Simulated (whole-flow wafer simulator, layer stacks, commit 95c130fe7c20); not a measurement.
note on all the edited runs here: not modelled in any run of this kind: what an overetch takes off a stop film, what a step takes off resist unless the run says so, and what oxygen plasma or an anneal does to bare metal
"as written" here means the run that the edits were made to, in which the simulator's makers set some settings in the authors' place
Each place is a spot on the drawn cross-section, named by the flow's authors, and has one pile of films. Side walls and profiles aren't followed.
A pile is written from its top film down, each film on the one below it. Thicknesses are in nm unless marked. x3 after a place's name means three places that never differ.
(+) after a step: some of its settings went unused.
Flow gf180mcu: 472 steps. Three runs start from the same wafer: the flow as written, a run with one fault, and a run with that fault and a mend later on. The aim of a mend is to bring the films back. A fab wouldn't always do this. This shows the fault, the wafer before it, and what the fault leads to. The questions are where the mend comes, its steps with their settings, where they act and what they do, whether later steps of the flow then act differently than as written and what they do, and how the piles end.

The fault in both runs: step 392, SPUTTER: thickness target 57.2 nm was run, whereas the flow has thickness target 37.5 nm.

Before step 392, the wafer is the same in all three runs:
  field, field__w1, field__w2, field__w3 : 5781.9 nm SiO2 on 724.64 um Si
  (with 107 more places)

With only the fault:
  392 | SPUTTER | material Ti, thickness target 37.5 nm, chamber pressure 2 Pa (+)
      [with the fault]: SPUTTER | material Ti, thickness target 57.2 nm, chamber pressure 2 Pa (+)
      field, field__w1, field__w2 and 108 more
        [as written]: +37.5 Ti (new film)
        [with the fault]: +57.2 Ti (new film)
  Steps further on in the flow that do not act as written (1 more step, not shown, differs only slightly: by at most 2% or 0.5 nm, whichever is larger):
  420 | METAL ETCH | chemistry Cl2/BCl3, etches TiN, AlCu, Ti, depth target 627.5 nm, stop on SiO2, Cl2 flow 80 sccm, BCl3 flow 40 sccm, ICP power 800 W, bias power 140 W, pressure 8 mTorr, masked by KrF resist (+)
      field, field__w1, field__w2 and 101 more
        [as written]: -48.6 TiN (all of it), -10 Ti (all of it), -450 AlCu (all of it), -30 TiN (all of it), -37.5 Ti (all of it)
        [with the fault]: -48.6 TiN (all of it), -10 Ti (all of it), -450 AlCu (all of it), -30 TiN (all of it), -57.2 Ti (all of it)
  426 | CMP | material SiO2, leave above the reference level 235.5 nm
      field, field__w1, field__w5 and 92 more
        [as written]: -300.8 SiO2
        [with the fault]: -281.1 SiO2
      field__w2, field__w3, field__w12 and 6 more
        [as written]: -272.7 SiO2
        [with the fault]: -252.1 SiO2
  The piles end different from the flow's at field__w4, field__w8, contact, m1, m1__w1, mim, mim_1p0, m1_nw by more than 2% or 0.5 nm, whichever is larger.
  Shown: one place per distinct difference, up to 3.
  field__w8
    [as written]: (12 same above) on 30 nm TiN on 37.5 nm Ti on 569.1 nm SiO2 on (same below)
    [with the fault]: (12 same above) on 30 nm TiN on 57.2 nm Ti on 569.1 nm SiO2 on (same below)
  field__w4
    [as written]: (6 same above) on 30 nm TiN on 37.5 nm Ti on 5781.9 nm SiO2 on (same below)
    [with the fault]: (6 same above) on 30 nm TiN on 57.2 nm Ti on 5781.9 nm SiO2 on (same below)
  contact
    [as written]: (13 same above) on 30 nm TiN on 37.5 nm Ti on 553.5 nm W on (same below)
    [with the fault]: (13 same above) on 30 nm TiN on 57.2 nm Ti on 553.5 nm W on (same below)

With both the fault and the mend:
  The mend follows step 419.
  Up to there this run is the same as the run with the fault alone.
  420 | METAL ETCH | chemistry Cl2/BCl3, etches TiN, AlCu, Ti, depth target 647.2 nm, stop on SiO2, Cl2 flow 80 sccm, BCl3 flow 40 sccm, ICP power 800 W, bias power 140 W, pressure 8 mTorr, masked by KrF resist (+) (the flow's step 420; as written it has depth target 627.5 nm)
      field, field__w1, field__w2 and 101 more
        -48.6 TiN (all of it), -10 Ti (all of it), -450 AlCu (all of it), -30 TiN (all of it), -57.2 Ti (all of it)
      field__w4, field__w8, contact, m1, m1__w1, mim, mim_1p0, m1_nw
        -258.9 KrF resist
  Steps further on in the flow that do not act as written (2 more steps, not shown, differ only slightly: by at most 2% or 0.5 nm, whichever is larger):
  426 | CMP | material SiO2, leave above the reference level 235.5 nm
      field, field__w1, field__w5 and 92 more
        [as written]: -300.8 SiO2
        [with the mend]: -281.1 SiO2
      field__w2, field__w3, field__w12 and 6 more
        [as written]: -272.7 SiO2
        [with the mend]: -252.1 SiO2
  The piles end different from the flow's at field__w4, field__w8, contact, m1, m1__w1, mim, mim_1p0, m1_nw by more than 2% or 0.5 nm, whichever is larger.
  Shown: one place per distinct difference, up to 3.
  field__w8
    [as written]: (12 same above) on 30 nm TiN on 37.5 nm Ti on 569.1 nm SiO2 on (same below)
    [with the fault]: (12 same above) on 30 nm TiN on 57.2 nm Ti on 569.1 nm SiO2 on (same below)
    [with the mend]: (12 same above) on 30 nm TiN on 57.2 nm Ti on 569.1 nm SiO2 on (same below)
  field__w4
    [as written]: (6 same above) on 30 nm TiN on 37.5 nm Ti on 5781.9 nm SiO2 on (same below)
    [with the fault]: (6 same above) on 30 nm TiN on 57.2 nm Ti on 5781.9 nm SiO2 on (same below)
    [with the mend]: (6 same above) on 30 nm TiN on 57.2 nm Ti on 5781.9 nm SiO2 on (same below)
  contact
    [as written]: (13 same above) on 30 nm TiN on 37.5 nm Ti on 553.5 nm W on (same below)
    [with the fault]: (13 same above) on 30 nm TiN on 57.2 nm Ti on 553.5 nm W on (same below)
    [with the mend]: (13 same above) on 30 nm TiN on 57.2 nm Ti on 553.5 nm W on (same below)
